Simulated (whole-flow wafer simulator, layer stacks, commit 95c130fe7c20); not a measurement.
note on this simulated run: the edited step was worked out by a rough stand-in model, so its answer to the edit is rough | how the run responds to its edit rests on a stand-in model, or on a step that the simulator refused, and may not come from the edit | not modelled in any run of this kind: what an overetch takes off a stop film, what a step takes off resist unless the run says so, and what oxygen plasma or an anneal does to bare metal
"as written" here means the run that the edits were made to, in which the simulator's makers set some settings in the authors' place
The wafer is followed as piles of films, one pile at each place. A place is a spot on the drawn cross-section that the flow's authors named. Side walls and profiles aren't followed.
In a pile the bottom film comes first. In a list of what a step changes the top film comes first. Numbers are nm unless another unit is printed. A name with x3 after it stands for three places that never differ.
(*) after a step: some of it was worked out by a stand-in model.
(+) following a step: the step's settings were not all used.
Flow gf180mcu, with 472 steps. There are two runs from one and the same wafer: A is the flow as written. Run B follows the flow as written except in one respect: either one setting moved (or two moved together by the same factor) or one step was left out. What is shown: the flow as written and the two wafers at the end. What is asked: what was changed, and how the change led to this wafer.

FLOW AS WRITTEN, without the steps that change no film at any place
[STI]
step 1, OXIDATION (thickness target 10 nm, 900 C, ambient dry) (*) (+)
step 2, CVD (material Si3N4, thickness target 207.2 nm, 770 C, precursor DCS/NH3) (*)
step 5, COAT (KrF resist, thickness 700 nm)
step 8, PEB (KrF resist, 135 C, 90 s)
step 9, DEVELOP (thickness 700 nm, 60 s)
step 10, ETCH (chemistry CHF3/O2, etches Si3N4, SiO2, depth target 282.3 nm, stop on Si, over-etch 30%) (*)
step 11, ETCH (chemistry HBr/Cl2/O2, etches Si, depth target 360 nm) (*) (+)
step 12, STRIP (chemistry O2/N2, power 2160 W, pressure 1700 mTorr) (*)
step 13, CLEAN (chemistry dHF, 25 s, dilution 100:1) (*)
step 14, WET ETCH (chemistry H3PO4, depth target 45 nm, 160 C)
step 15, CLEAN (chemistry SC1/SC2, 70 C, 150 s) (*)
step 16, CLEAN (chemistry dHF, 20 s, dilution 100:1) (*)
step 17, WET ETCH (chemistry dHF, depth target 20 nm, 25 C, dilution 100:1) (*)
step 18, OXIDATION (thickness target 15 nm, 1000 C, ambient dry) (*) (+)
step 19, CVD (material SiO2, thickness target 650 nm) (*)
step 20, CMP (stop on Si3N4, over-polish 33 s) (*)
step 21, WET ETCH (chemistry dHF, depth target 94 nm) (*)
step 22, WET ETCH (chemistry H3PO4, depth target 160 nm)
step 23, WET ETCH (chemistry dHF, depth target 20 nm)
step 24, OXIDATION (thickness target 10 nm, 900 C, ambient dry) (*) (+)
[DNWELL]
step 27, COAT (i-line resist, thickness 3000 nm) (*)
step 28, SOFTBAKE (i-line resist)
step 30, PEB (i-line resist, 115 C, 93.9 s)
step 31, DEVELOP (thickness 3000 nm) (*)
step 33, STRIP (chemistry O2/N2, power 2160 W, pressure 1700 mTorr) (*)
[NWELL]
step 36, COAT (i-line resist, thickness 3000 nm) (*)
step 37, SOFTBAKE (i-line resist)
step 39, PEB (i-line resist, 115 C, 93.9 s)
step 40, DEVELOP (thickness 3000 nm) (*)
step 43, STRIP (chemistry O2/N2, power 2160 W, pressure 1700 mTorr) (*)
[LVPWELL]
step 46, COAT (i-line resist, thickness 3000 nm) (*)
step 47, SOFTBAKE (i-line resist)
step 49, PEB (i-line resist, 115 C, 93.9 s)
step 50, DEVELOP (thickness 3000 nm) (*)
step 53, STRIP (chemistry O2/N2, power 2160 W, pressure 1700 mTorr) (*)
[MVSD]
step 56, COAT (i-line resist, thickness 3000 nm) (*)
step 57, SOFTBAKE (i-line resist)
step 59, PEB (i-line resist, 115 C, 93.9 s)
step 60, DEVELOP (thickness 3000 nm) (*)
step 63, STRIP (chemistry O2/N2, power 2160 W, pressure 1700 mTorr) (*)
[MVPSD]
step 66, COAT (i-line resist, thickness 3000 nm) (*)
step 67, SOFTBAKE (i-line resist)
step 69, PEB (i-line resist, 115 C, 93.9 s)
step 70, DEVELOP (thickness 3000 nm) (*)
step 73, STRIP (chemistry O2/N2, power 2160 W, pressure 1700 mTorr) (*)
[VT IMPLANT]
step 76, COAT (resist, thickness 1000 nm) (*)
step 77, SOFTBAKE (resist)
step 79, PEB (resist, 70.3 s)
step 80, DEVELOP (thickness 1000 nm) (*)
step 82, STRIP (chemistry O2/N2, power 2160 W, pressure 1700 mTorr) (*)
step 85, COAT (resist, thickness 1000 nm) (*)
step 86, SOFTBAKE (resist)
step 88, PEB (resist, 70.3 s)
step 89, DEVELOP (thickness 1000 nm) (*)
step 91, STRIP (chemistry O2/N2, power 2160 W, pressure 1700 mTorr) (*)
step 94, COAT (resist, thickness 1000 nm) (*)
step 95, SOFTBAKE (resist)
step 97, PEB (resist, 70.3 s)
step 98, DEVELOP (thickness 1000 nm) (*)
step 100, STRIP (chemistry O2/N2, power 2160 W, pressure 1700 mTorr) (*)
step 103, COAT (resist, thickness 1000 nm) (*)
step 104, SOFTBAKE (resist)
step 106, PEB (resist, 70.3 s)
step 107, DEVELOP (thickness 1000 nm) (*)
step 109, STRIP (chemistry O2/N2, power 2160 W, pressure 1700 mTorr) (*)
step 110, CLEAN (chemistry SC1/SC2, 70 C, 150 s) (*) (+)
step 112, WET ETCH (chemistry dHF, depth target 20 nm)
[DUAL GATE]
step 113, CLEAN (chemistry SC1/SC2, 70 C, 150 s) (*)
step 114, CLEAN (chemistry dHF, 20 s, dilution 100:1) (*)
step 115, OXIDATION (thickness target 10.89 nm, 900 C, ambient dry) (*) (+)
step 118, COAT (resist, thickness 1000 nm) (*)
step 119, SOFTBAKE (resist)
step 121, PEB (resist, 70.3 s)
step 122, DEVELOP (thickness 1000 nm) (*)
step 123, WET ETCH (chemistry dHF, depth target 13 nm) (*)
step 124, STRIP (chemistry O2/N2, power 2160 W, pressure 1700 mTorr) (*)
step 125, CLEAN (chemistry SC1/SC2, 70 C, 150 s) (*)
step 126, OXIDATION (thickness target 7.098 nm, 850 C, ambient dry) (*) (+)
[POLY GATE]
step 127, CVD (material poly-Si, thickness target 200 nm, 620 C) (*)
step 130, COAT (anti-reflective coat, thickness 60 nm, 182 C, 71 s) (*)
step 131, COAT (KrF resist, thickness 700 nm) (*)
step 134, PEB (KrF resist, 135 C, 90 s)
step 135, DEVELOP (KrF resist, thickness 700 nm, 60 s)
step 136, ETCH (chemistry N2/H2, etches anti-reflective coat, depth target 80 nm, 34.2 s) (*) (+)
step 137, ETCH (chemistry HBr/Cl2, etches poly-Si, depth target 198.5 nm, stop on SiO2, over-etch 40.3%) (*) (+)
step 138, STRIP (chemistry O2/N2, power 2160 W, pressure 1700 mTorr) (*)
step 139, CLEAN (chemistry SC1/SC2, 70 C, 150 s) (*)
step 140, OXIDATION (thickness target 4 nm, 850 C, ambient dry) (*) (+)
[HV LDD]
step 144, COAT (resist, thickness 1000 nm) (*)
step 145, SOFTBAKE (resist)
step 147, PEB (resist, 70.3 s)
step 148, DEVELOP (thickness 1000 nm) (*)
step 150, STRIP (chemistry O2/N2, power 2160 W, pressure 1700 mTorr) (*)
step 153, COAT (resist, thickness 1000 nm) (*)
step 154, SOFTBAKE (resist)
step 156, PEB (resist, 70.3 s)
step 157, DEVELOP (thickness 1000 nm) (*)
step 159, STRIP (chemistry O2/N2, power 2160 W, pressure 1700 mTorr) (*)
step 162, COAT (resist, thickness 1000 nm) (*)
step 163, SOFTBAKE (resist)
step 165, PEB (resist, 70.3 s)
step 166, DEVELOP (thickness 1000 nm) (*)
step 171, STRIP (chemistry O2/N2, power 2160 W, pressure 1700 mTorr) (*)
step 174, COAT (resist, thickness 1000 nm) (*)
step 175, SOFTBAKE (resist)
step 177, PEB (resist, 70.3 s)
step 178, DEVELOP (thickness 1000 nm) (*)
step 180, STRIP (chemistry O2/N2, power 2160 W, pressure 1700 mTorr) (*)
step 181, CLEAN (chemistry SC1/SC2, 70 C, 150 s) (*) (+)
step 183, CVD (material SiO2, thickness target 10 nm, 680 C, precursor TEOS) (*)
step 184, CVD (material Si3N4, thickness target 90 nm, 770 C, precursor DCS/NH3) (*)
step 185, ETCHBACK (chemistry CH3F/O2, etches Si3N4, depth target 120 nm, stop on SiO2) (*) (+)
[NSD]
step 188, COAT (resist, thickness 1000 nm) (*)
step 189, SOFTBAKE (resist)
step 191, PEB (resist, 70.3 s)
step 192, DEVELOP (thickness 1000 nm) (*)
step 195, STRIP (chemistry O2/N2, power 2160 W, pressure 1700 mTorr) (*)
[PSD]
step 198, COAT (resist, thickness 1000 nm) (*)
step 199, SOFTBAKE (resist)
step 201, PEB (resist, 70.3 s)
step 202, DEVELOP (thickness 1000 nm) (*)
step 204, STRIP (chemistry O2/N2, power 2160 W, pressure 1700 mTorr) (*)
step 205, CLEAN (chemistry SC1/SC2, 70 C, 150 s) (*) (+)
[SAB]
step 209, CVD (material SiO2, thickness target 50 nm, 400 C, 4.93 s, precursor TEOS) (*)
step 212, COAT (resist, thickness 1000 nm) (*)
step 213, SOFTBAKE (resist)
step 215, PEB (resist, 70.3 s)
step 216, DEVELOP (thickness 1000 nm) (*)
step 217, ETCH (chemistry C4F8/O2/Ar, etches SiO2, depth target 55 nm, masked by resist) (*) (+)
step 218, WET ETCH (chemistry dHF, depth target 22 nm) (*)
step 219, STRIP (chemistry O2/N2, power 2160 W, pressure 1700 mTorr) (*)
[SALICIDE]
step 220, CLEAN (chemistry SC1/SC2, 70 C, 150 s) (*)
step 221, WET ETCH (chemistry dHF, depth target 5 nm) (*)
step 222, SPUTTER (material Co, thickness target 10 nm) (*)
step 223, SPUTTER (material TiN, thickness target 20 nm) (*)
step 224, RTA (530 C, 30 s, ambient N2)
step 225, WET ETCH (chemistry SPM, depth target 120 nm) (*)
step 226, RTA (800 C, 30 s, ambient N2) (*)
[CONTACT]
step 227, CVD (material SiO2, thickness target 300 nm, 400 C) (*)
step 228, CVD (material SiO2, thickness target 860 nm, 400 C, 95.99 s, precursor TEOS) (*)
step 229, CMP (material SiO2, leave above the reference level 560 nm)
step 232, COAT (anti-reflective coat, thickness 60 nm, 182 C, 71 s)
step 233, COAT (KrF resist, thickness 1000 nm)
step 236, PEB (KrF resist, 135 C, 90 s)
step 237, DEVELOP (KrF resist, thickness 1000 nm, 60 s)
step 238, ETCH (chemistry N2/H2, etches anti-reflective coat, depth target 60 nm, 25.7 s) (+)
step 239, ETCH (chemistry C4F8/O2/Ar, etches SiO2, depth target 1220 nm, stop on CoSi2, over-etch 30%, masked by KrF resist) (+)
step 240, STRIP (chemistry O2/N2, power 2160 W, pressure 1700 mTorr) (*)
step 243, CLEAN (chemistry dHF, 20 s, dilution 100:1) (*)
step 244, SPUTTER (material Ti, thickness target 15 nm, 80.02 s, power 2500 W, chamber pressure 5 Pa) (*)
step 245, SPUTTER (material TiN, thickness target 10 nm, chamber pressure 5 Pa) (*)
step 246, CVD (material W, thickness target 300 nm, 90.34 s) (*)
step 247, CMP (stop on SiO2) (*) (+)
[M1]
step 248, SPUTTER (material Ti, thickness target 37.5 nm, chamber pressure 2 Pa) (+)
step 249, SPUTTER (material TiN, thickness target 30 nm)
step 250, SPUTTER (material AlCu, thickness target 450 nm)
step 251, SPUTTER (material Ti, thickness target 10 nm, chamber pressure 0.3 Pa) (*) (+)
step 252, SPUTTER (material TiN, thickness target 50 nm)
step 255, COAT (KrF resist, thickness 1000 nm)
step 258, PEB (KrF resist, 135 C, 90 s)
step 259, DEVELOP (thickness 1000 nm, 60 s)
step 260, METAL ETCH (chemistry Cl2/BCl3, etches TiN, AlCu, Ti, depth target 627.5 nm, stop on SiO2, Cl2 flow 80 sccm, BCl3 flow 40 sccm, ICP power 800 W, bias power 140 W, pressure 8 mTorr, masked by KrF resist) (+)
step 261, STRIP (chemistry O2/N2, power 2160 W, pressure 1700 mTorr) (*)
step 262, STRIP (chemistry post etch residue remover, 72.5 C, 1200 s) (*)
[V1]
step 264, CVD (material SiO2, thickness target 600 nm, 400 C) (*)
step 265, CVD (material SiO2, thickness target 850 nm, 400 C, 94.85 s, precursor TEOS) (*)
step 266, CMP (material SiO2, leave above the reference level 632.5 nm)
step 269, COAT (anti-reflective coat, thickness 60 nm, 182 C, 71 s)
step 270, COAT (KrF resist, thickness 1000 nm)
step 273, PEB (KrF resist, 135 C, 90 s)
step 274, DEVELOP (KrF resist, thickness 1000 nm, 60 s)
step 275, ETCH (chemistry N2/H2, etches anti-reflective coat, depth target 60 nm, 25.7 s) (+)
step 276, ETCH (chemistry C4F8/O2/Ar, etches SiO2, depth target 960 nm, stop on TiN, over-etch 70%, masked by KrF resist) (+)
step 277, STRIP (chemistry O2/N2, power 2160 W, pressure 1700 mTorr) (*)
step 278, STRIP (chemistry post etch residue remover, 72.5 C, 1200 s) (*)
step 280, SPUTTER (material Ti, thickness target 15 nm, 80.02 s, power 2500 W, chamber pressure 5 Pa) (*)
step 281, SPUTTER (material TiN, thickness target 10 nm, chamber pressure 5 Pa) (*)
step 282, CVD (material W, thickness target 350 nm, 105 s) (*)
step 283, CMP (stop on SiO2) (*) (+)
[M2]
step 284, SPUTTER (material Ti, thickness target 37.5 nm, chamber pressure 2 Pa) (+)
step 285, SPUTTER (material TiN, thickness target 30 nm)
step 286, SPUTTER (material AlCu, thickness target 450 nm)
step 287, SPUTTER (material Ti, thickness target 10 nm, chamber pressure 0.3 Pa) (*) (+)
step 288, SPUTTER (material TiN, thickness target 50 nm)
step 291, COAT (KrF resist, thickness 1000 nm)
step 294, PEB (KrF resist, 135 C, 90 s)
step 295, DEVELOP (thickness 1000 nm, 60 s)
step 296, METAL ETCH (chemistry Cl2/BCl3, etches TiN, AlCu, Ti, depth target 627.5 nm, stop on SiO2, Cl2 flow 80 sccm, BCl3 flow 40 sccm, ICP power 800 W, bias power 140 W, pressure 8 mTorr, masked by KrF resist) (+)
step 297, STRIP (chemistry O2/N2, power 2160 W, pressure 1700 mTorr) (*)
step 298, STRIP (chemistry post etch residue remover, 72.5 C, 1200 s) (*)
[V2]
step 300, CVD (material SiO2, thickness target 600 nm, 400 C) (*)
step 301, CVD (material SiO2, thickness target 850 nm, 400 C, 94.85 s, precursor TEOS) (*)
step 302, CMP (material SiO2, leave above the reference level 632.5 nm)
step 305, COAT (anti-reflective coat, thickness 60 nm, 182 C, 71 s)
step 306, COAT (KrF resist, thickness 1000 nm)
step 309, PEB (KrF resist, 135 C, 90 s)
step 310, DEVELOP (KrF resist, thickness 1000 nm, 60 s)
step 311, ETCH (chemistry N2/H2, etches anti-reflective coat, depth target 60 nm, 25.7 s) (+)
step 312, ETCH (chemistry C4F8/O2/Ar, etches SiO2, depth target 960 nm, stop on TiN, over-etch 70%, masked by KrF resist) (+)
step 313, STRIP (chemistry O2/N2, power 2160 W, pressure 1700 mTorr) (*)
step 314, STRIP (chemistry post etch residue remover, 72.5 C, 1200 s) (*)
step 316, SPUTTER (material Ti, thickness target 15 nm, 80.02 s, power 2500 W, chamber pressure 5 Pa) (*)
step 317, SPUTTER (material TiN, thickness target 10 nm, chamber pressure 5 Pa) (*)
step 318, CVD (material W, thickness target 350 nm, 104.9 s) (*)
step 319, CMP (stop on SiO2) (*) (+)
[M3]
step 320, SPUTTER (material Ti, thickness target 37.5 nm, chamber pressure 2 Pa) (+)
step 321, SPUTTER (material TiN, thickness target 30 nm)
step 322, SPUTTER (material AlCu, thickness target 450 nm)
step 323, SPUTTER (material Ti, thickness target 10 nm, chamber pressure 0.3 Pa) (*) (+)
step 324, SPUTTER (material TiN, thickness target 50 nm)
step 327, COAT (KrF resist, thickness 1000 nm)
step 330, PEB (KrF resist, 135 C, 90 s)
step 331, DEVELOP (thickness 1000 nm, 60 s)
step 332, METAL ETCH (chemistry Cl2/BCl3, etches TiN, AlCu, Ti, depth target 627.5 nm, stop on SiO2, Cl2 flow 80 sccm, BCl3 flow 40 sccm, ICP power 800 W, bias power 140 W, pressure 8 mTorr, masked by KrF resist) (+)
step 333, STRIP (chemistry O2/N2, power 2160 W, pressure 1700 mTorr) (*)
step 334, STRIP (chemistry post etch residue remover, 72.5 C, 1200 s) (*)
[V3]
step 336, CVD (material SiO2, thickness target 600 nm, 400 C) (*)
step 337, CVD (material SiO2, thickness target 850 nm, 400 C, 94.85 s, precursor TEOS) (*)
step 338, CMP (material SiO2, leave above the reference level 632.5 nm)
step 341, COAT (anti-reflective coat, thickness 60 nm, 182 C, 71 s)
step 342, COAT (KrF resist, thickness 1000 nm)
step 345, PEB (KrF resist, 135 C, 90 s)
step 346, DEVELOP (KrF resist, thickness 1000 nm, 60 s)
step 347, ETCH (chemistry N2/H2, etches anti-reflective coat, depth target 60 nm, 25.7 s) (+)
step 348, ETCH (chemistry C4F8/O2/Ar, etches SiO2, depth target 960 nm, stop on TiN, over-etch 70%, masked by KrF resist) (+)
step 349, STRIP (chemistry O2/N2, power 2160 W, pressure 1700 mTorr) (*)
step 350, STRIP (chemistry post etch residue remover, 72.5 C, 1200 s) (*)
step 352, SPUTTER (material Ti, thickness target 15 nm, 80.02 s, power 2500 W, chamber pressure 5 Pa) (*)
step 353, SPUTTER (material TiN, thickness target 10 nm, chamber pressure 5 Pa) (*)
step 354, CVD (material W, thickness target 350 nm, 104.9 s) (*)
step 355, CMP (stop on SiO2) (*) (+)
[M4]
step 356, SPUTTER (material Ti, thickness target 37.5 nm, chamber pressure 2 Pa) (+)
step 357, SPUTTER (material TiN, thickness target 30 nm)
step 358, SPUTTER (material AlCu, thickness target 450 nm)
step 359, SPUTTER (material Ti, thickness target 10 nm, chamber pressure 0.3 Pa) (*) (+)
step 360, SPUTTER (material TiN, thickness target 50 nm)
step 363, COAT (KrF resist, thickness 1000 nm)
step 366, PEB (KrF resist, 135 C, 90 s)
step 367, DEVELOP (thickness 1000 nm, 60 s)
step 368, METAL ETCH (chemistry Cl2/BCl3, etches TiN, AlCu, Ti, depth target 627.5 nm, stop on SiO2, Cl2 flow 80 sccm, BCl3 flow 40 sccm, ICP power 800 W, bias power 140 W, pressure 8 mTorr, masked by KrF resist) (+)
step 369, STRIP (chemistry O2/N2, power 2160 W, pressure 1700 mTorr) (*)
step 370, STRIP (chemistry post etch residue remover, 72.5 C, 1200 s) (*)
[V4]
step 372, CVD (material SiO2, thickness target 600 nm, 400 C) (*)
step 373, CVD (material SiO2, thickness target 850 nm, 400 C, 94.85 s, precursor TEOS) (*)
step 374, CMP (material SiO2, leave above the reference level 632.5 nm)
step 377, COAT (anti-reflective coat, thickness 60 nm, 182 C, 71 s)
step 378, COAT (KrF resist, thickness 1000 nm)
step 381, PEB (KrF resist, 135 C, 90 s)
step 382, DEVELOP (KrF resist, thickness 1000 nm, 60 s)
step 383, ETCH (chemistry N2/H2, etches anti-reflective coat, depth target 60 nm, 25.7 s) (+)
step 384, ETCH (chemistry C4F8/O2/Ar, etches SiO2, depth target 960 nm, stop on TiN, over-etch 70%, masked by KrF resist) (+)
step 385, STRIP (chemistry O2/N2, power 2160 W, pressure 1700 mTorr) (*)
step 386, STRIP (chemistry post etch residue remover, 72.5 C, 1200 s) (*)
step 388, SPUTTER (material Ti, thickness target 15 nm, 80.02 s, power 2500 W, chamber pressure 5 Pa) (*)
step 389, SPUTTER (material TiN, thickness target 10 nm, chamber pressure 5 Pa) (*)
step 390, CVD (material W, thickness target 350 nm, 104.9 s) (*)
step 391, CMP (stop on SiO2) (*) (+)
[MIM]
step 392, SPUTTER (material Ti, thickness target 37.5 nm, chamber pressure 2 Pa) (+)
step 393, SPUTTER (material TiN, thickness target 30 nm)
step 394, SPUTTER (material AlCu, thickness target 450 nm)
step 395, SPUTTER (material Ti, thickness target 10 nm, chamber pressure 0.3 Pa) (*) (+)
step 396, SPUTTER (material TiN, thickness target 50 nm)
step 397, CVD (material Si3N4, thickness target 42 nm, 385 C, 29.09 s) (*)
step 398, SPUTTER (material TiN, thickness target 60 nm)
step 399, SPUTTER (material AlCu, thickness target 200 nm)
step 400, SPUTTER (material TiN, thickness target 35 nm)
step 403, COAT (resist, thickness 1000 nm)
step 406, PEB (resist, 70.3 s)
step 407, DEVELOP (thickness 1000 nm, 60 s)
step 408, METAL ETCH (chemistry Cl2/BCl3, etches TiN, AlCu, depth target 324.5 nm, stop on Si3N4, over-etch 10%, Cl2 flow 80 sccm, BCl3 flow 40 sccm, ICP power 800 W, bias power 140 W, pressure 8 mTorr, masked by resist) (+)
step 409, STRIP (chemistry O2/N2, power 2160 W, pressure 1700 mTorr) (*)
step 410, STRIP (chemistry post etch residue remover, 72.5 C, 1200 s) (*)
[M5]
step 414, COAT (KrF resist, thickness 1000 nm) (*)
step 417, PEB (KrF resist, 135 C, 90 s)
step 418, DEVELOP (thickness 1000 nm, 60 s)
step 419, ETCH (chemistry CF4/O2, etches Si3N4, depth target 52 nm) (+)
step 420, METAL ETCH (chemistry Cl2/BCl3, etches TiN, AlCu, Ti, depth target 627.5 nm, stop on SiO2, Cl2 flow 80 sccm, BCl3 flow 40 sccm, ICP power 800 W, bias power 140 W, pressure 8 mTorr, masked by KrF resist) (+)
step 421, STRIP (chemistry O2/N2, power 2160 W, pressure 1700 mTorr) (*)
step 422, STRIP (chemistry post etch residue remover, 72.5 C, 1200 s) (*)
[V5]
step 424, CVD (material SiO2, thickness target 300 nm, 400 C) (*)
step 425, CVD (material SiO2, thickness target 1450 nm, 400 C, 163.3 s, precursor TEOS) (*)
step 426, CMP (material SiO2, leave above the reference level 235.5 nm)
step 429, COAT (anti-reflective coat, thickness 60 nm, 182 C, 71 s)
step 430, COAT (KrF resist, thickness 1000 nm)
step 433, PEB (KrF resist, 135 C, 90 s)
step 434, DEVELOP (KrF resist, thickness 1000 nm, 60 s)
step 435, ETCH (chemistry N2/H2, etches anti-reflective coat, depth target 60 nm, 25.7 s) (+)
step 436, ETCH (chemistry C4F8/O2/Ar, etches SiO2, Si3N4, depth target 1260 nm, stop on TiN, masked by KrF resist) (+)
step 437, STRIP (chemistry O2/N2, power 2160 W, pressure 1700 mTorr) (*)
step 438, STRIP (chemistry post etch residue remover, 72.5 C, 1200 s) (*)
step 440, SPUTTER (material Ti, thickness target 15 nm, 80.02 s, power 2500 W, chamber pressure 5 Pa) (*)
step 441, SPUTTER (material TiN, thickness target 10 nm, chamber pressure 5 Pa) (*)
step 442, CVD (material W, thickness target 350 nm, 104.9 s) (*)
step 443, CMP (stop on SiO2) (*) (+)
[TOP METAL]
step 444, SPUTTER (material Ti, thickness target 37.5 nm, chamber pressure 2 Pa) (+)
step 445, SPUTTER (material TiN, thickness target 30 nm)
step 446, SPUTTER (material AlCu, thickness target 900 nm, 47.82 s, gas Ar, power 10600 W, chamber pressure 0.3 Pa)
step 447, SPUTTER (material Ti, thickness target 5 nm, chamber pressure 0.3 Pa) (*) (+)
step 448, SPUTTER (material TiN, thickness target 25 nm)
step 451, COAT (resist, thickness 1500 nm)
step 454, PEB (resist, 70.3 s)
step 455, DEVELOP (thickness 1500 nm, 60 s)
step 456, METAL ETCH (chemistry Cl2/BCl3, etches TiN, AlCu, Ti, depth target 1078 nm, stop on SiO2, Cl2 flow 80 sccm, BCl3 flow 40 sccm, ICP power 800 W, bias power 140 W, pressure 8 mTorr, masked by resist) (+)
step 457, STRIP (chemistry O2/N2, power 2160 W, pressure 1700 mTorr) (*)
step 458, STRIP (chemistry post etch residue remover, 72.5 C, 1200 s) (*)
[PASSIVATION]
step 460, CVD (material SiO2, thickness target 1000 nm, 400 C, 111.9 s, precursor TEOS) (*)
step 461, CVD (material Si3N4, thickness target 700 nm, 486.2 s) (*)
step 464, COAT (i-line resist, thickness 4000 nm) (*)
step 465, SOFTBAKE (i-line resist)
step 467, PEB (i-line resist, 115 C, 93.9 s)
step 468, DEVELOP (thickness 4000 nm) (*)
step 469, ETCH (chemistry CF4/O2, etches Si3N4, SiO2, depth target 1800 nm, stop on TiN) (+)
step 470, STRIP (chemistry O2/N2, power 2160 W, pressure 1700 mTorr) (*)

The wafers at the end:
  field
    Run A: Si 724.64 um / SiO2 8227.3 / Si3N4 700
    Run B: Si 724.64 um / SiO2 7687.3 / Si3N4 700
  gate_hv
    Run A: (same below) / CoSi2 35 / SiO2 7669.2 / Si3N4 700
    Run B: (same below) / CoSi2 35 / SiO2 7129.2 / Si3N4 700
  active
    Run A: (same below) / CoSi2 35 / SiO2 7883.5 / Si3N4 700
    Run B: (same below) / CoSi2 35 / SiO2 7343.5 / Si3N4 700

The reason: step 460, CVD: thickness target 450 nm was run, though the flow has thickness target 1000 nm; step 460, CVD: 50.38 s was run, where the flow has 111.9 s.

How this came from the change, step by step:
  step 460, CVD (material SiO2, thickness target 1000 nm, 400 C, 111.9 s, precursor TEOS) (*)
      field, field__w1, field__w2 and 103 more: A SiO2 gains 1000 | B SiO2 gains 460
      field__w8, contact, m1, m1__w1, pad, m1_nw: A SiO2 gains 1000 (new film) | B SiO2 gains 460 (new film)
  step 465, SOFTBAKE (i-line resist)
      gate: A i-line resist gains 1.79 | B i-line resist loses 0.43
      ld_acc_p, ld_fp_p, ld_drift_p: A i-line resist gains 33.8 | B i-line resist gains 26.6
      (also at 57 further places)
  step 469, ETCH (chemistry CF4/O2, etches Si3N4, SiO2, depth target 1800 nm, stop on TiN) (+)
      field, field__w1, field__w2 and 108 more: A i-line resist loses 1200 | B i-line resist loses 1160
      pad: A Si3N4 loses 700 (all of it), SiO2 loses 1000 (all of it) | B Si3N4 loses 700 (all of it), SiO2 loses 460 (all of it)
  step 470, STRIP (chemistry O2/N2, power 2160 W, pressure 1700 mTorr) (*)
      field__w8, m1__w1: A i-line resist loses 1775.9 (all of it) | B i-line resist loses 1815.9 (all of it)
